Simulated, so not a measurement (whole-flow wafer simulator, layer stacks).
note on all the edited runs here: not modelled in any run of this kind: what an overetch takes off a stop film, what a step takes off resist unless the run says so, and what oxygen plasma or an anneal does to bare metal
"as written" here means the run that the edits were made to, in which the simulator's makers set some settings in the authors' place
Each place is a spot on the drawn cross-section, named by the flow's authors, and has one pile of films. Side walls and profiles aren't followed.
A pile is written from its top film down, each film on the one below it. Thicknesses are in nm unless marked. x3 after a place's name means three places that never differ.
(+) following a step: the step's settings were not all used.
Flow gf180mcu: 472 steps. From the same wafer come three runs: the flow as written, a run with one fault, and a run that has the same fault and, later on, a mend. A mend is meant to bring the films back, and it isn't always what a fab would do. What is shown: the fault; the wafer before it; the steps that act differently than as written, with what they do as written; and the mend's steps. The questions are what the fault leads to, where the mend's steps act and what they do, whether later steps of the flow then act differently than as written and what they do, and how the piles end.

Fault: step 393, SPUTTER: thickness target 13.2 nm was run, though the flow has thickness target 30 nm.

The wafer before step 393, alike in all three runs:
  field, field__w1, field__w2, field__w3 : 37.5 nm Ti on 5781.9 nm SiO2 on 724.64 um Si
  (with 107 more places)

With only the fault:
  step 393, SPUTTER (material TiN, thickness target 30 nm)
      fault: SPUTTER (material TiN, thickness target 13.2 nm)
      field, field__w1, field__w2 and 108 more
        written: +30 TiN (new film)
        fault: +13.2 TiN (new film)
  Steps later in the flow that act otherwise than as written (not shown: 1 more step that differs only slightly, by at most 2% or 0.5 nm, whichever is larger):
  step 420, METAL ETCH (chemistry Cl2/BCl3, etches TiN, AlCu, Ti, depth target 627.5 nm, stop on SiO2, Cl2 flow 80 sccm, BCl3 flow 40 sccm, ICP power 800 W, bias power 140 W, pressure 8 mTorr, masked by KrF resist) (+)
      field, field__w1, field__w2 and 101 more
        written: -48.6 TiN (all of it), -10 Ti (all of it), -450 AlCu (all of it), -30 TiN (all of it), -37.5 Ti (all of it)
        fault: -48.6 TiN (all of it), -10 Ti (all of it), -450 AlCu (all of it), -13.2 TiN (all of it), -37.5 Ti (all of it)
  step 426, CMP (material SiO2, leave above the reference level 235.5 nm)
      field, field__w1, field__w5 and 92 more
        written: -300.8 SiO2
        fault: -317.6 SiO2
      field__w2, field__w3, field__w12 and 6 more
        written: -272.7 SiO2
        fault: -290.2 SiO2
  The piles end different from the flow's at field__w4, field__w8, contact, m1, m1__w1, mim, mim_1p0, m1_nw by more than 2% or 0.5 nm, whichever is larger.
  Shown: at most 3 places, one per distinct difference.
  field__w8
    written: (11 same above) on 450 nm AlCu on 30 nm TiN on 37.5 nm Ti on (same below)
    fault: (11 same above) on 450 nm AlCu on 13.2 nm TiN on 37.5 nm Ti on (same below)
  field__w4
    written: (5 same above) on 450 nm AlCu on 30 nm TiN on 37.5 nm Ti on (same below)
    fault: (5 same above) on 450 nm AlCu on 13.2 nm TiN on 37.5 nm Ti on (same below)
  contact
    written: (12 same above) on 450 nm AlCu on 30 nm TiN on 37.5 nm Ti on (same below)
    fault: (12 same above) on 450 nm AlCu on 13.2 nm TiN on 37.5 nm Ti on (same below)

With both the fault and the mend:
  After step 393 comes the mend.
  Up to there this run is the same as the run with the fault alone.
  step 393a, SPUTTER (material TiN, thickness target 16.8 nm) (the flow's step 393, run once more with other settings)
      field, field__w1, field__w2 and 108 more
        +16.8 TiN
  Later steps of the flow that are run all act as written at every place that is followed.
  The piles end the same as the flow's at every place that both follow.
